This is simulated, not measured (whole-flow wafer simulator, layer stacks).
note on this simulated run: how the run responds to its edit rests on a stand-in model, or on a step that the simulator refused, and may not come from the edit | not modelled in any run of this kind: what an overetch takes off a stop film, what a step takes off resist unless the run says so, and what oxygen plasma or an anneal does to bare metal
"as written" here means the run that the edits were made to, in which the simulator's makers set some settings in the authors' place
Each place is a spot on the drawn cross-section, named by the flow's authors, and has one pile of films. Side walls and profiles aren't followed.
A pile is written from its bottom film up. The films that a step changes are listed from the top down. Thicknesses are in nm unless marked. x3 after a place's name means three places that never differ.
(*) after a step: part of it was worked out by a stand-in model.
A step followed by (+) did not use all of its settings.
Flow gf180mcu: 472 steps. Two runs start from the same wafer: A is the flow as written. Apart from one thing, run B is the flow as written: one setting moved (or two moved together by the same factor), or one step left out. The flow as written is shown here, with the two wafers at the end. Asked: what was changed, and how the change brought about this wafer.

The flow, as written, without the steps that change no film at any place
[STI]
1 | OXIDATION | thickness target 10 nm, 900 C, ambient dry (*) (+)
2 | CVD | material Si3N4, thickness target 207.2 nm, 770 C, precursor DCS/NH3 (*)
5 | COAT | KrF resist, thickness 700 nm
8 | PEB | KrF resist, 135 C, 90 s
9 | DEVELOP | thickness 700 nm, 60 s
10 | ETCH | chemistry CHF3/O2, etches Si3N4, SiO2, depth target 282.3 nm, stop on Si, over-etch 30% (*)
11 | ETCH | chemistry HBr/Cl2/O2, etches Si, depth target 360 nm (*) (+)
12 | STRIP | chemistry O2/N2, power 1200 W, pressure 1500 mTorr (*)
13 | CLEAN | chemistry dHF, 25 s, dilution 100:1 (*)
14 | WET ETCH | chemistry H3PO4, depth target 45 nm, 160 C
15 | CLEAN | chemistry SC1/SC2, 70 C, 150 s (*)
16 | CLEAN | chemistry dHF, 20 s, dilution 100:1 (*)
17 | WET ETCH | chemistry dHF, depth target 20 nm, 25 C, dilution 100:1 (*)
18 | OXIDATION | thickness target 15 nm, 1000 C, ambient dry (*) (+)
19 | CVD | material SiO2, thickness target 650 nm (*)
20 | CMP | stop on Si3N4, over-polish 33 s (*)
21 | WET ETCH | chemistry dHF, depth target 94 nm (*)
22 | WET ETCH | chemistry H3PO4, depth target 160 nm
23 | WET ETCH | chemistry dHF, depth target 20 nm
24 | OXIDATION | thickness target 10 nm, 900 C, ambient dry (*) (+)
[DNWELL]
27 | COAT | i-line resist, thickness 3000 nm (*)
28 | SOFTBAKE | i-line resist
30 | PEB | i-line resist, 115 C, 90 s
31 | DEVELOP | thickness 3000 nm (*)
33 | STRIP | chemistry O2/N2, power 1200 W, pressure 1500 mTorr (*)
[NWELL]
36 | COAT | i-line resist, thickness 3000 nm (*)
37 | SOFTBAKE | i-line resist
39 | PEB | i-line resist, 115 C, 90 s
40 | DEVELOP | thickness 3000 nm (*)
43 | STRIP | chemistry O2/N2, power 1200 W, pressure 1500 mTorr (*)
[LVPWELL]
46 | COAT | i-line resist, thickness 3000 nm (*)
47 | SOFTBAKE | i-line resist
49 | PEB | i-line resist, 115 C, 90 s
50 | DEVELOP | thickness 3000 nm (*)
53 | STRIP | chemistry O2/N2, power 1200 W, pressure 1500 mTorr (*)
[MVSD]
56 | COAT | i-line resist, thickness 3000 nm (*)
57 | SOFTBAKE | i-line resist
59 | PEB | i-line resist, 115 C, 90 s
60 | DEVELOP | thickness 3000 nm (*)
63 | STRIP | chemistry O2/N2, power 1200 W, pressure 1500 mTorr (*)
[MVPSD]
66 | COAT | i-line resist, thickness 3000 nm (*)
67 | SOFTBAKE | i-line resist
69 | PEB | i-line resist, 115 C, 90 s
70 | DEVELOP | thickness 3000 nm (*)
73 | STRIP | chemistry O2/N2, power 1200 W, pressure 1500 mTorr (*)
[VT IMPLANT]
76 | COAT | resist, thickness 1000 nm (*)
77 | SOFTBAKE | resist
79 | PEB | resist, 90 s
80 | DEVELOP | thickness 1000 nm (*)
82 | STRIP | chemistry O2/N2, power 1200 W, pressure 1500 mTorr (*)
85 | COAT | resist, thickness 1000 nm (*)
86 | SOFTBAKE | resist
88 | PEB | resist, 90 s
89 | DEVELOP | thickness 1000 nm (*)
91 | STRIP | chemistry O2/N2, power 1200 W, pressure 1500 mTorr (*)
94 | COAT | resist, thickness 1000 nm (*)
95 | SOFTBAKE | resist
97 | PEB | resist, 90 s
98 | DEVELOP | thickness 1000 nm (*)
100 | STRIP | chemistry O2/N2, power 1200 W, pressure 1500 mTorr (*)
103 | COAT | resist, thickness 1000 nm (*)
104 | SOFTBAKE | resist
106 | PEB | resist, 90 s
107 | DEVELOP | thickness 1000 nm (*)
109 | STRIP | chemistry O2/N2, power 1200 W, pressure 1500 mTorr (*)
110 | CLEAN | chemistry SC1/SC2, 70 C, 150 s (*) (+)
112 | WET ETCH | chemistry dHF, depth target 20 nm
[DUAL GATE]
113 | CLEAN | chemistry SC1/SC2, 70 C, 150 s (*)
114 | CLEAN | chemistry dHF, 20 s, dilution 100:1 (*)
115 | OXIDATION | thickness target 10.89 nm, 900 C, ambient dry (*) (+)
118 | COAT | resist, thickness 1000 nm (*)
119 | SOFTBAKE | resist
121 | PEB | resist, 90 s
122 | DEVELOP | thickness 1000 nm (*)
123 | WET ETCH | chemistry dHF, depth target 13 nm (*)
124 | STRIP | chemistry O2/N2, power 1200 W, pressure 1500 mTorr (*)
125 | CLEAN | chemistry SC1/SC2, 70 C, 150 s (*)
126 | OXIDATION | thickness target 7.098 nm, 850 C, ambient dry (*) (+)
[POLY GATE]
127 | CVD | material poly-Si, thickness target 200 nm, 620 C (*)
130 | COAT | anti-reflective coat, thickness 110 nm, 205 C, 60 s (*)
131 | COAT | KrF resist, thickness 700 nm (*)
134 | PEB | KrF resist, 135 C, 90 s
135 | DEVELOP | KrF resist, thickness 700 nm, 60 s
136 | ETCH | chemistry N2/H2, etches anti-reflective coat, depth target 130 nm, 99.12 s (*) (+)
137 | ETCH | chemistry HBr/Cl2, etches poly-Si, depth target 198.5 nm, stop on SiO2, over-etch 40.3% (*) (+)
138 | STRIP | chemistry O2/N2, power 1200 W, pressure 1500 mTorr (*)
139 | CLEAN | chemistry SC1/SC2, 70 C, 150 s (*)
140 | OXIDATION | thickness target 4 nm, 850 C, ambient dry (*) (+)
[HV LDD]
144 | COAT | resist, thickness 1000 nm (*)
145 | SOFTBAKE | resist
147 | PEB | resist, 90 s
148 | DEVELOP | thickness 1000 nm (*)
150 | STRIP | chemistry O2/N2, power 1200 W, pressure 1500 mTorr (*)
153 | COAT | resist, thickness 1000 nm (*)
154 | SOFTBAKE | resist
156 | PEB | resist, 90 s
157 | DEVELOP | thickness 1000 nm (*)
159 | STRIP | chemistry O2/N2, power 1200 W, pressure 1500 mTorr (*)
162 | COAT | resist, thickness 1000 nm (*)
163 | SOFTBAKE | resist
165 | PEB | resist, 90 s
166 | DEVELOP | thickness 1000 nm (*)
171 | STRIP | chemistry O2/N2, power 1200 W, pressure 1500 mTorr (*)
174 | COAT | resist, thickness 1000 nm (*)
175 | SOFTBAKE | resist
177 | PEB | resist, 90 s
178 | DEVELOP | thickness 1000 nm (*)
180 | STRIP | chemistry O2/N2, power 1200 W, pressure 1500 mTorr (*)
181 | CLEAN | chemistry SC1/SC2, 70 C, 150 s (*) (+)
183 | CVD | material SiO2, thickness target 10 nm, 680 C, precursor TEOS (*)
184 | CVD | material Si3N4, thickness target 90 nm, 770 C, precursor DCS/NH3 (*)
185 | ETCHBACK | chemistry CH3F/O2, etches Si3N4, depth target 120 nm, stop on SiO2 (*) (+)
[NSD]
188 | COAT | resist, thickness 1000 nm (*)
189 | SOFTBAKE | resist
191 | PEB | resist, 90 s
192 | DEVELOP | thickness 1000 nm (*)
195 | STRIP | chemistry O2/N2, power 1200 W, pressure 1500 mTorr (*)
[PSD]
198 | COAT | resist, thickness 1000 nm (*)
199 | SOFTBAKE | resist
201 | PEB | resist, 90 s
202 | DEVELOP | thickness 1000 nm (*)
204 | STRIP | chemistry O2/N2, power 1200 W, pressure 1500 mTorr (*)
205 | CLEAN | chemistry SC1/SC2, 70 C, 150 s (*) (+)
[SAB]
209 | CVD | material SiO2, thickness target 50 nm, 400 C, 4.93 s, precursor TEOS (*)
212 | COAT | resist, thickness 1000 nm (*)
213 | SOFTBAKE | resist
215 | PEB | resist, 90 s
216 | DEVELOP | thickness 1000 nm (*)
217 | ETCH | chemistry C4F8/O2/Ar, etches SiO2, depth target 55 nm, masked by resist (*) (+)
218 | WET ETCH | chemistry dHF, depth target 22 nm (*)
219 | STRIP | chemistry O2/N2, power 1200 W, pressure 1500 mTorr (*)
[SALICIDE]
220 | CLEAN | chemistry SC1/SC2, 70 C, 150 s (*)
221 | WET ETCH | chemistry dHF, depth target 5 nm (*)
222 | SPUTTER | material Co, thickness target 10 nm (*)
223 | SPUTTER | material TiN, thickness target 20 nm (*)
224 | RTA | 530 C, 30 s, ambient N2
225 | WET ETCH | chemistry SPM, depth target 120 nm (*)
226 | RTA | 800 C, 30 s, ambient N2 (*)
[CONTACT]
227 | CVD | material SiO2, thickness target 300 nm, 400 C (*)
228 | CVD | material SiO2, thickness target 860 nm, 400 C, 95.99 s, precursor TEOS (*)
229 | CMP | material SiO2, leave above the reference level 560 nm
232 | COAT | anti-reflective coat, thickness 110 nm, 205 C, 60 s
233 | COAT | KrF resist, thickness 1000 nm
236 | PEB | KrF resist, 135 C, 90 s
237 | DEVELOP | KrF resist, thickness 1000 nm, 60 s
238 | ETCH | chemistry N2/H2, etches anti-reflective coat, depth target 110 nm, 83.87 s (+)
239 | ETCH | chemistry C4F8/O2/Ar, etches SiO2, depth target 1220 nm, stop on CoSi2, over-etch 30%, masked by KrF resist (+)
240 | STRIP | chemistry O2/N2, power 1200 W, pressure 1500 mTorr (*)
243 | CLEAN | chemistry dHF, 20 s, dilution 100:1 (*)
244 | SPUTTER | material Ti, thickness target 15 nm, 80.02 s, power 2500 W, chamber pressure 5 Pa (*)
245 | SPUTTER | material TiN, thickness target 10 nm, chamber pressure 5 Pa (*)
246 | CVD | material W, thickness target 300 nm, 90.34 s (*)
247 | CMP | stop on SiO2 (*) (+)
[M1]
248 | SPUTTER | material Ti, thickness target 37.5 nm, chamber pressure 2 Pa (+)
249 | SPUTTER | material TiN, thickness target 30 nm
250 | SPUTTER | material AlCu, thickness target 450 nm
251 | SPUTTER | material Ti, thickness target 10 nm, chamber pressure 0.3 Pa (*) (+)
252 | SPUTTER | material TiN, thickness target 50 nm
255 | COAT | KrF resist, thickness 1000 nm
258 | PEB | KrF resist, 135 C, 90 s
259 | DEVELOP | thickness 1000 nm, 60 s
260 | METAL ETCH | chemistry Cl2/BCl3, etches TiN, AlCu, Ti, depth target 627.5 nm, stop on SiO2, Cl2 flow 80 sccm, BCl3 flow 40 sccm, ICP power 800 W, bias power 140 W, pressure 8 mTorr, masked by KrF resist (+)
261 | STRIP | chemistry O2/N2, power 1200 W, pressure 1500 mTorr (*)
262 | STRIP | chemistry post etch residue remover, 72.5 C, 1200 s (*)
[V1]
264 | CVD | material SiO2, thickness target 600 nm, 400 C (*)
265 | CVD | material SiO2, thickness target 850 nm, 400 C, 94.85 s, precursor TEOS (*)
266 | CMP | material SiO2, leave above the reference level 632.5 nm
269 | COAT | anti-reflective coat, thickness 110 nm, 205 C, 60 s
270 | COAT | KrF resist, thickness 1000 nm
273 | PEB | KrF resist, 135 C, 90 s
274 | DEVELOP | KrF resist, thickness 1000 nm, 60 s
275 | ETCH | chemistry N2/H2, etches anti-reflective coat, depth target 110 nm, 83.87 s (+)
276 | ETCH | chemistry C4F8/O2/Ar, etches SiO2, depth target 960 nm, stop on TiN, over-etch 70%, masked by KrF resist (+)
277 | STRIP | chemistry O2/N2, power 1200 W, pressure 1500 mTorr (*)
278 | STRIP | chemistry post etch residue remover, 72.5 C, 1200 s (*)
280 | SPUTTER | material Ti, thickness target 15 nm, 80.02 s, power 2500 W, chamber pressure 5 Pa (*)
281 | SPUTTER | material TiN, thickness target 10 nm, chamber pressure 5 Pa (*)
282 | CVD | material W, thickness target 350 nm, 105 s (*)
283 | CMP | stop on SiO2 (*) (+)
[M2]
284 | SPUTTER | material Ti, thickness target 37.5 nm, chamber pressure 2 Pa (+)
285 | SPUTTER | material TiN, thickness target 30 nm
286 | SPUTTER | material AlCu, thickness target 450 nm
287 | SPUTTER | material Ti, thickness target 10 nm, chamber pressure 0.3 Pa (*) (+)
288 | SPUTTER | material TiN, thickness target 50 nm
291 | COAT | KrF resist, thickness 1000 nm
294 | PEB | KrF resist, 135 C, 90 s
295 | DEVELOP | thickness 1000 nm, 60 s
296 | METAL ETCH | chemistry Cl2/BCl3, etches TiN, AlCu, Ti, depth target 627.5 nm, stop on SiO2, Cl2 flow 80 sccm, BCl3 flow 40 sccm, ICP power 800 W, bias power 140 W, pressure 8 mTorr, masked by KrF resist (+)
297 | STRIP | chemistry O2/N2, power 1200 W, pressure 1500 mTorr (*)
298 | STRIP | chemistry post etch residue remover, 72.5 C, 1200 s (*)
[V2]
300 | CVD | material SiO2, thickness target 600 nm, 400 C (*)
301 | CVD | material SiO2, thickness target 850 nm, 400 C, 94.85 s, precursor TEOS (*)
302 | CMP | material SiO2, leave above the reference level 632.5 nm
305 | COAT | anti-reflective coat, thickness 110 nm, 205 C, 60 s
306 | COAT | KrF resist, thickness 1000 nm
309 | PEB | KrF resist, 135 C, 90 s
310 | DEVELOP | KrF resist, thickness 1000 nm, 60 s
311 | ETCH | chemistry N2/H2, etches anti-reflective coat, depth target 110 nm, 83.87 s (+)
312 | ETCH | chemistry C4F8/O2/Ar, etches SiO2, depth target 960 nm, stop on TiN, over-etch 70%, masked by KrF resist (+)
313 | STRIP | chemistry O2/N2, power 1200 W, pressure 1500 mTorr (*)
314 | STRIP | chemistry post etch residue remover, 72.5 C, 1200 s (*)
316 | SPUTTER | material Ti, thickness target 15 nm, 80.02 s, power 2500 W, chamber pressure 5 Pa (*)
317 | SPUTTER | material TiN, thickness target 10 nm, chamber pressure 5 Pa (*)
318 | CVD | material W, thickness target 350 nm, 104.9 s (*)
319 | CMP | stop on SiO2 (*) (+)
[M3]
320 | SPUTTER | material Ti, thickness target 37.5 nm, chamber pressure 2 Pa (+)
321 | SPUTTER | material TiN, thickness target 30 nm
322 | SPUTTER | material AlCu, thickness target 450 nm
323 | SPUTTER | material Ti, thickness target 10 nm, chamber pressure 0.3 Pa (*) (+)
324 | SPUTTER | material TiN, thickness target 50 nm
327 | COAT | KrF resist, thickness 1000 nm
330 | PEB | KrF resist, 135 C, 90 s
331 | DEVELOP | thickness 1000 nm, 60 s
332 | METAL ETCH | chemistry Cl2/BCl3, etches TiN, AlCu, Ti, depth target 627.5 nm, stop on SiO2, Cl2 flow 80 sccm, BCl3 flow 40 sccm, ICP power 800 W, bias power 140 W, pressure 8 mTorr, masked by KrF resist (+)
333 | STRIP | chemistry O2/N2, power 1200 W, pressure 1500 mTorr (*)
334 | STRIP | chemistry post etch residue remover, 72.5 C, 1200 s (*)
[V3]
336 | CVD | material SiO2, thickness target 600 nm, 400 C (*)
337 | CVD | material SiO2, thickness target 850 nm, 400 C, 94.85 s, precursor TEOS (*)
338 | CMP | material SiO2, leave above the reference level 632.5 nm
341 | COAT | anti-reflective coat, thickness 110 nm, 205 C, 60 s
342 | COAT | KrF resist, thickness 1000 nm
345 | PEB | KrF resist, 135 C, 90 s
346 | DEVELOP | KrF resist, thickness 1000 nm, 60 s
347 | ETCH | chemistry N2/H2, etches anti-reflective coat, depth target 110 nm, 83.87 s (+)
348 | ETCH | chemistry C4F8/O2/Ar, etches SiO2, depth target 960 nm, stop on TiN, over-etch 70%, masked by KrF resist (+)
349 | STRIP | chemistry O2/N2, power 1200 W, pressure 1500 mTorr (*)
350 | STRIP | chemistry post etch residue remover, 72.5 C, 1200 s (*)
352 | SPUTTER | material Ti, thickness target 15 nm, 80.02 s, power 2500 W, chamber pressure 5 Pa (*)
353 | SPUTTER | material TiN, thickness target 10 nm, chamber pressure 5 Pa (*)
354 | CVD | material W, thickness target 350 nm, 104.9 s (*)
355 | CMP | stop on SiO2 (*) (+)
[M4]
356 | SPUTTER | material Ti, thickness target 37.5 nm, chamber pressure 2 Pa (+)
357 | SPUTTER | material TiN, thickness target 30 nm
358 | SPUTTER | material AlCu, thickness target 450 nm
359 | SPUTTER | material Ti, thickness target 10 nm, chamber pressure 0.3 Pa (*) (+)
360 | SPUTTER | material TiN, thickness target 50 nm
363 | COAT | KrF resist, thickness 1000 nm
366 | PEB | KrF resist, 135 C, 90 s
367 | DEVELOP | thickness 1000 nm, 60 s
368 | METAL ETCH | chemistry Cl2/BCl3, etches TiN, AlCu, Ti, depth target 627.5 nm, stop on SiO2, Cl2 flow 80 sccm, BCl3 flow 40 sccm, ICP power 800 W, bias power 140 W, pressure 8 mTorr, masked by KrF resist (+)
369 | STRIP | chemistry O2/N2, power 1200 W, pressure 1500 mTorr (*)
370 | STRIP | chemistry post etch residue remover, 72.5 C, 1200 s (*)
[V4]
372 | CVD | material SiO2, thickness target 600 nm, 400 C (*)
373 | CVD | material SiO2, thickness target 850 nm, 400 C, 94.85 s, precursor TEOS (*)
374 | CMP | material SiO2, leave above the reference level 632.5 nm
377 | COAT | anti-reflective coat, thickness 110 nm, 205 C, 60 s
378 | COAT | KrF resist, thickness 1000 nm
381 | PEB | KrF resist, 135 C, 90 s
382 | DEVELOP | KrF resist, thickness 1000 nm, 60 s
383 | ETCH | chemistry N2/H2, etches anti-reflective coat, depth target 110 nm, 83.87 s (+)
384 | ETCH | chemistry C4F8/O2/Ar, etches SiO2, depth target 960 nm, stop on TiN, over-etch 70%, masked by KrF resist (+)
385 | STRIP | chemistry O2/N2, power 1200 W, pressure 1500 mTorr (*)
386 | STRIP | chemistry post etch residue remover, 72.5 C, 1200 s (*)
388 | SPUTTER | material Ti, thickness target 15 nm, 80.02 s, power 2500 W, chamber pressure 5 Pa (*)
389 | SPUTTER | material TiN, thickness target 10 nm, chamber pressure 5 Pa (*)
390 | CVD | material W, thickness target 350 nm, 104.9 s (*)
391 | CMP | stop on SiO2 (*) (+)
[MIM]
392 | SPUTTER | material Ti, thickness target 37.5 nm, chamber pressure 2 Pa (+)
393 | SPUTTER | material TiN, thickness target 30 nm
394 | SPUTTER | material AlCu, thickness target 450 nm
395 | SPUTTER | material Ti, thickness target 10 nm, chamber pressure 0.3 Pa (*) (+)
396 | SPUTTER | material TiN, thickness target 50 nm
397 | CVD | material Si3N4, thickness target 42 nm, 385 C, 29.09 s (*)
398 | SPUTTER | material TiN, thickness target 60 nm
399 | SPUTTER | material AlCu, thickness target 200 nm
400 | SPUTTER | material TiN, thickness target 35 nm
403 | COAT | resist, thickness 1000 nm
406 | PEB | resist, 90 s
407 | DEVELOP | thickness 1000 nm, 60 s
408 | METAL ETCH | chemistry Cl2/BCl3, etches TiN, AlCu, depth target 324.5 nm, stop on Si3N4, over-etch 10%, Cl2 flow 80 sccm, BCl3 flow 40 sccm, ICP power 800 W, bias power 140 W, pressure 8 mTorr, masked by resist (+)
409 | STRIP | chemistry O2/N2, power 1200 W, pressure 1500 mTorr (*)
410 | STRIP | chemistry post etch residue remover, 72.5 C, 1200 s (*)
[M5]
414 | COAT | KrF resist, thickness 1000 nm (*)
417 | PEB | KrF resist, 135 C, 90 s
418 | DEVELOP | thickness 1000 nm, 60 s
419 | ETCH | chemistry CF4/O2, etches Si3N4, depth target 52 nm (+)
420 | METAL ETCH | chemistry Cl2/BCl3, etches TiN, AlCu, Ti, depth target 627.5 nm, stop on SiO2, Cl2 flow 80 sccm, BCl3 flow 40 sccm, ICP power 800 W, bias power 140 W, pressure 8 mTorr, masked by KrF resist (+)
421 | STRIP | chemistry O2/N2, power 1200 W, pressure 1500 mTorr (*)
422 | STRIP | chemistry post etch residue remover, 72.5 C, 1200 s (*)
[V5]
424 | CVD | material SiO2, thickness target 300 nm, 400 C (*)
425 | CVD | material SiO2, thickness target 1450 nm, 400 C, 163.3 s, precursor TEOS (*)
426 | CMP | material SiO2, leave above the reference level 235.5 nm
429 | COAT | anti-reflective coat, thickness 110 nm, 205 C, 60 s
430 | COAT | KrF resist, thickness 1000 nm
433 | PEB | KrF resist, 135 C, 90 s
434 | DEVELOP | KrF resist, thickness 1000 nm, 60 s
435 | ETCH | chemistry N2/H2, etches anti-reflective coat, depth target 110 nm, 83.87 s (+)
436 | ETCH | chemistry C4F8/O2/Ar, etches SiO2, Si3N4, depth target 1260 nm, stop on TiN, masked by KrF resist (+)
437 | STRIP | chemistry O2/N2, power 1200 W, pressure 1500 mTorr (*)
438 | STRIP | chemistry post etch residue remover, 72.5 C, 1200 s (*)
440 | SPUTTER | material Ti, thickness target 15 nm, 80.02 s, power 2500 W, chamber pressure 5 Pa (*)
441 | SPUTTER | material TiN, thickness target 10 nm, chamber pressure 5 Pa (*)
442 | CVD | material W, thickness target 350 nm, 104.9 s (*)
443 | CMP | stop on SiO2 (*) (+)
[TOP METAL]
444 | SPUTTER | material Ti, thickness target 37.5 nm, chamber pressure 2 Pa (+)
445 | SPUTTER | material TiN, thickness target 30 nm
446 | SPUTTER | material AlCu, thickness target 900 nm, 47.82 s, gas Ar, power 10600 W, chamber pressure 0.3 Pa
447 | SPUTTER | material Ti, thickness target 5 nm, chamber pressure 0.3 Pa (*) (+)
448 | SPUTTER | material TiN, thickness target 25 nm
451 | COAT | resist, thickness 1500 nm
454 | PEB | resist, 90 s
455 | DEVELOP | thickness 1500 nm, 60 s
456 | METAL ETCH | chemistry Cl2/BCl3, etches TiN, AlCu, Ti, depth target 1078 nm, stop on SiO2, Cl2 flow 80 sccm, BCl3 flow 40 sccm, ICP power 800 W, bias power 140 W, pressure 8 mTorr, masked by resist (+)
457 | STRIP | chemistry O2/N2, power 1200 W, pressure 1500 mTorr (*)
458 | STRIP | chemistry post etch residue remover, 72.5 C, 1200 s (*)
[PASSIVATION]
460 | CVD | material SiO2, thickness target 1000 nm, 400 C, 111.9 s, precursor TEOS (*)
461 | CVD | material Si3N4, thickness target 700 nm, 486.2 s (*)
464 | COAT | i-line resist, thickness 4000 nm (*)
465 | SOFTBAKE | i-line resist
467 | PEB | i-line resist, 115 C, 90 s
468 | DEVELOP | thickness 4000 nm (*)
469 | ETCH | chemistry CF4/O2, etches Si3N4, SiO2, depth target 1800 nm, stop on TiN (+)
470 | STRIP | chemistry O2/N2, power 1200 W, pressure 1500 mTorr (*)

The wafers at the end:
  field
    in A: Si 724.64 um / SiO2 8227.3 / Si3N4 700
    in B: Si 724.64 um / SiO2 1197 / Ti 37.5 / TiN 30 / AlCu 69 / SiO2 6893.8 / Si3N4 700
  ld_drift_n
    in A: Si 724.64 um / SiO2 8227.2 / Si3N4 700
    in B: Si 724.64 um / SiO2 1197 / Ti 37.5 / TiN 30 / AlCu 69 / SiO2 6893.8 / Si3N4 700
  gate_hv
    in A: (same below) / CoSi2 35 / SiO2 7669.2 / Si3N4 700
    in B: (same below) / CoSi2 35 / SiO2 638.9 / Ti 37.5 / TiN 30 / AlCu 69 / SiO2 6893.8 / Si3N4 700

What caused this: step 260, METAL ETCH: depth target 435.3 nm was run, whereas the flow has depth target 627.5 nm.

The path from the change to this, step by step:
  260 | METAL ETCH | chemistry Cl2/BCl3, etches TiN, AlCu, Ti, depth target 627.5 nm, stop on SiO2, Cl2 flow 80 sccm, BCl3 flow 40 sccm, ICP power 800 W, bias power 140 W, pressure 8 mTorr, masked by KrF resist (+)
      field, field__w1, field__w2 and 99 more: A -50 TiN (all of it), -10 Ti (all of it), -450 AlCu (all of it), -30 TiN (all of it), -37.5 Ti (all of it) | B -50 TiN (all of it), -10 Ti (all of it), -375.3 AlCu
      field__w8, contact, m1 and 6 more: A -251 KrF resist | B -174.1 KrF resist
  261 | STRIP | chemistry O2/N2, power 1200 W, pressure 1500 mTorr (*)
      field__w8, contact, m1 and 6 more: A -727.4 KrF resist (all of it) | B -804.3 KrF resist (all of it)
  262 | STRIP | chemistry post etch residue remover, 72.5 C, 1200 s (*)
      field, field__w1, field__w2 and 99 more: A nothing | B -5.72 AlCu
  264 | CVD | material SiO2, thickness target 600 nm, 400 C (*)
      field, field__w1, field__w2 and 99 more: A +600 SiO2 | B +600 SiO2 (new film)
  266 | CMP | material SiO2, leave above the reference level 632.5 nm
      field, field__w1, field__w2 and 99 more: A -300 SiO2 | B -436.5 SiO2
With metal films that touch counted as one body, field has 1 body; the flow as written gives 0 bodies.
With metal films that touch counted as one body, ld_drift_n has 1 body; the flow as written gives 0 bodies.
With metal films that touch counted as one body, gate_hv has 2 bodies (between them, from the top down: SiO2 638.9); the flow as written gives 1 body.
